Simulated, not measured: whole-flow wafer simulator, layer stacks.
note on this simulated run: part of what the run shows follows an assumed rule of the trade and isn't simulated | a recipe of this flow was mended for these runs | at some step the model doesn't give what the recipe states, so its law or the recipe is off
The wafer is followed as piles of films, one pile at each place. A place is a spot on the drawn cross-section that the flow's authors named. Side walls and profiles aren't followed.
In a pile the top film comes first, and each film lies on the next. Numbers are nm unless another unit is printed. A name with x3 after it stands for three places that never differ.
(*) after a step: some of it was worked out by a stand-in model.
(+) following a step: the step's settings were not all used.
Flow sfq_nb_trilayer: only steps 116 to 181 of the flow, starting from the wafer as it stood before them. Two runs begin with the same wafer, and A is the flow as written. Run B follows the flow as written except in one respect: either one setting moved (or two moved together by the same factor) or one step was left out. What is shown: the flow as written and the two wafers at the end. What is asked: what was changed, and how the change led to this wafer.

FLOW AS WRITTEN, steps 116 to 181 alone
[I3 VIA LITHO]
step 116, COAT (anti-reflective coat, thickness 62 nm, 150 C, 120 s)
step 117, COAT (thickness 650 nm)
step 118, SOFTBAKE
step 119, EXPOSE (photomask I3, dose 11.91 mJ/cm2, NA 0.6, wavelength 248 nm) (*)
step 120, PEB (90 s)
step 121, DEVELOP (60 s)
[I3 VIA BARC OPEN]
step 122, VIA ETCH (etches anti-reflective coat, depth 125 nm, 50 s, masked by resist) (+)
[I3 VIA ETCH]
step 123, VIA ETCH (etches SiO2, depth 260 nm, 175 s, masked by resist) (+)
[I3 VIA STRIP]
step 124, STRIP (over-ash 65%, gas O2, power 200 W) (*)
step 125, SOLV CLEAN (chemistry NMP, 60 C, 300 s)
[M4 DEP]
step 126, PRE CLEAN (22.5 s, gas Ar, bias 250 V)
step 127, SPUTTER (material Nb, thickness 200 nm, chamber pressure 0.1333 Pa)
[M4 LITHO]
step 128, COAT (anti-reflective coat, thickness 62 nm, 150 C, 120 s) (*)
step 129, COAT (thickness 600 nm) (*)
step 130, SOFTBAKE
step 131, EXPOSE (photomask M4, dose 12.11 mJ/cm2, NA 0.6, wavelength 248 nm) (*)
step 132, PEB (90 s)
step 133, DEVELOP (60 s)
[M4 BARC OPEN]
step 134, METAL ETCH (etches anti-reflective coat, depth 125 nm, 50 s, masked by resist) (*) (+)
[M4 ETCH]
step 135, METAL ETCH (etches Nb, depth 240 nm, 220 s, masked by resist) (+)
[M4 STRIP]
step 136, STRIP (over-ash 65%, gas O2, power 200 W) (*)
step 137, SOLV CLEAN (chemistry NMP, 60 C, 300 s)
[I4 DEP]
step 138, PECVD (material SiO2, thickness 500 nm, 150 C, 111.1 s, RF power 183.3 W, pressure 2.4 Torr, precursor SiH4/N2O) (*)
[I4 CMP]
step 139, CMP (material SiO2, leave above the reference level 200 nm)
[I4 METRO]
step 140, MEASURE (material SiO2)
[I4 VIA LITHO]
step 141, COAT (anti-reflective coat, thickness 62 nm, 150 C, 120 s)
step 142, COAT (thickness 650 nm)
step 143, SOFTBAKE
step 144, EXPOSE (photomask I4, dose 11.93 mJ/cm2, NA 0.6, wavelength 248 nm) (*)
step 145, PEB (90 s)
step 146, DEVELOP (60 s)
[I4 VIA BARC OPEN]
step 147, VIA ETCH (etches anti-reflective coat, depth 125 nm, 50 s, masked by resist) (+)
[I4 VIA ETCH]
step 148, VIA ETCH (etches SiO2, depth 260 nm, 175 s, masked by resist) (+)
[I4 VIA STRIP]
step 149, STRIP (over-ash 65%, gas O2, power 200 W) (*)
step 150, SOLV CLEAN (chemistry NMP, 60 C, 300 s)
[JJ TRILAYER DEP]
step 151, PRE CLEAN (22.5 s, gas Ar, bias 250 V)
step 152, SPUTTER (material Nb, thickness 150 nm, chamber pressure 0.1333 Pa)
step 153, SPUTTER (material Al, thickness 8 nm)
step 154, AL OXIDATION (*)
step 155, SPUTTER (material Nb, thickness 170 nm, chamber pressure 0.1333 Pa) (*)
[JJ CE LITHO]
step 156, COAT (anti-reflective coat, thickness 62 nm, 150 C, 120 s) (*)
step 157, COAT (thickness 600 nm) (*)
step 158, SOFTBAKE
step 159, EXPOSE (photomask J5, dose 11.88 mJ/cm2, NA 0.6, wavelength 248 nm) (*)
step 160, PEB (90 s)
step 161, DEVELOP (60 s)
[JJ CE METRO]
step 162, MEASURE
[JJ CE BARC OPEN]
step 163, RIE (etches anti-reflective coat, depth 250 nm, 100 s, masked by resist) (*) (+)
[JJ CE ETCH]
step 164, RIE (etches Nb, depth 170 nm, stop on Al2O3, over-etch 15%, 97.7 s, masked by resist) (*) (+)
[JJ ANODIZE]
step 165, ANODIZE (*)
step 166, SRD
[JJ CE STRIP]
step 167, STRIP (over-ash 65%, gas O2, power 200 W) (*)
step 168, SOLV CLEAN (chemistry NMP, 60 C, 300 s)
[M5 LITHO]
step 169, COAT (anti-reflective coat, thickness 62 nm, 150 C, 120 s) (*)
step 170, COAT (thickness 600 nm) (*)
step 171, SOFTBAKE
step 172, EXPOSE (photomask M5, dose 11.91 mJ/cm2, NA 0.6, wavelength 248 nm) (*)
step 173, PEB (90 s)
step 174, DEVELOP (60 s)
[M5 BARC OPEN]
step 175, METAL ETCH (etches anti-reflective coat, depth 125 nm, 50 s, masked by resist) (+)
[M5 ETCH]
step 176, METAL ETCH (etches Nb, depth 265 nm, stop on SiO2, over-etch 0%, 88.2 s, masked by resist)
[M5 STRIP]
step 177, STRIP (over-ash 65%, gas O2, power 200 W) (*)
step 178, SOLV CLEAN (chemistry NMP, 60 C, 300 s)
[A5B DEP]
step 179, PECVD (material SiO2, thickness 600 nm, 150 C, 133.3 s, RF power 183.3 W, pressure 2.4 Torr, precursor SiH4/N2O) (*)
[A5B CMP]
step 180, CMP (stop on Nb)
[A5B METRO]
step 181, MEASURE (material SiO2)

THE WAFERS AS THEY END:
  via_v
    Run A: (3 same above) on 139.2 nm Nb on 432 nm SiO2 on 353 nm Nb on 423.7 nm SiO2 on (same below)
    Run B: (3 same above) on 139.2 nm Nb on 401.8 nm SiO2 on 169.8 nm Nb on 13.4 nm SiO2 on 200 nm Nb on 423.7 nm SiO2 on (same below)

Cause: step 119, EXPOSE: dose 4.988 mJ/cm2 was run, whereas the flow has dose 11.91 mJ/cm2.

The path from the change to this, step by step:
  step 121, DEVELOP (60 s)
      via_v: A -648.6 KrF-resist-other-grade (all of it) | B -598.6 KrF-resist-other-grade
  step 122, VIA ETCH (etches anti-reflective coat, depth 125 nm, 50 s, masked by resist) (+)
      via_v: A -62 anti-reflective coat (all of it), -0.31 SiO2 | B -50 KrF-resist-other-grade (all of it), -35 anti-reflective coat
  step 123, VIA ETCH (etches SiO2, depth 260 nm, 175 s, masked by resist) (+)
      via_v: A -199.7 SiO2 (all of it), -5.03 Nb | B -27 anti-reflective coat (all of it), -179.1 SiO2
  step 126, PRE CLEAN (22.5 s, gas Ar, bias 250 V)
      via_v: A -6.45 Nb | B -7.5 SiO2
  step 127, SPUTTER (material Nb, thickness 200 nm, chamber pressure 0.1333 Pa)
      via_v: A +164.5 Nb | B +169.8 Nb (new film)
  step 128, COAT (anti-reflective coat, thickness 62 nm, 150 C, 120 s) (*)
      via_wr: A +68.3 anti-reflective coat (new film) | B +66.4 anti-reflective coat (new film)
      via_sp: A +41.4 anti-reflective coat (new film) | B +39 anti-reflective coat (new film)
      (also at 3 further places)
  step 129, COAT (thickness 600 nm) (*)
      via_v: A +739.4 KrF-resist-other-grade (new film) | B +722.6 KrF-resist-other-grade (new film)
  step 134, METAL ETCH (etches anti-reflective coat, depth 125 nm, 50 s, masked by resist) (*) (+)
      be: A -68.4 anti-reflective coat (all of it) | B -66.7 anti-reflective coat (all of it)
  step 136, STRIP (over-ash 65%, gas O2, power 200 W) (*)
      via_wr: A -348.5 KrF-resist-other-grade (all of it), -68.3 anti-reflective coat (all of it) | B -350.5 KrF-resist-other-grade (all of it), -66.4 anti-reflective coat (all of it)
      via_sp: A -364.7 KrF-resist-other-grade (all of it), -41.4 anti-reflective coat (all of it) | B -367.6 KrF-resist-other-grade (all of it), -39 anti-reflective coat (all of it)
      (also at 2 further places)
  step 138, PECVD (material SiO2, thickness 500 nm, 150 C, 111.1 s, RF power 183.3 W, pressure 2.4 Torr, precursor SiH4/N2O) (*)
      via_v: A +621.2 SiO2 (new film) | B +566.4 SiO2 (new film)
  step 139, CMP (material SiO2, leave above the reference level 200 nm)
      via_v: A -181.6 SiO2 | B -157.1 SiO2
If metal films that touch count as one body, via_v has 5 bodies (between them, from the top down: SiO2 401.8; SiO2 13.4; SiO2 423.7; SiO2 192.5); the flow as written gives 4 bodies (between them, from the top down: SiO2 432; SiO2 423.7; SiO2 192.5).
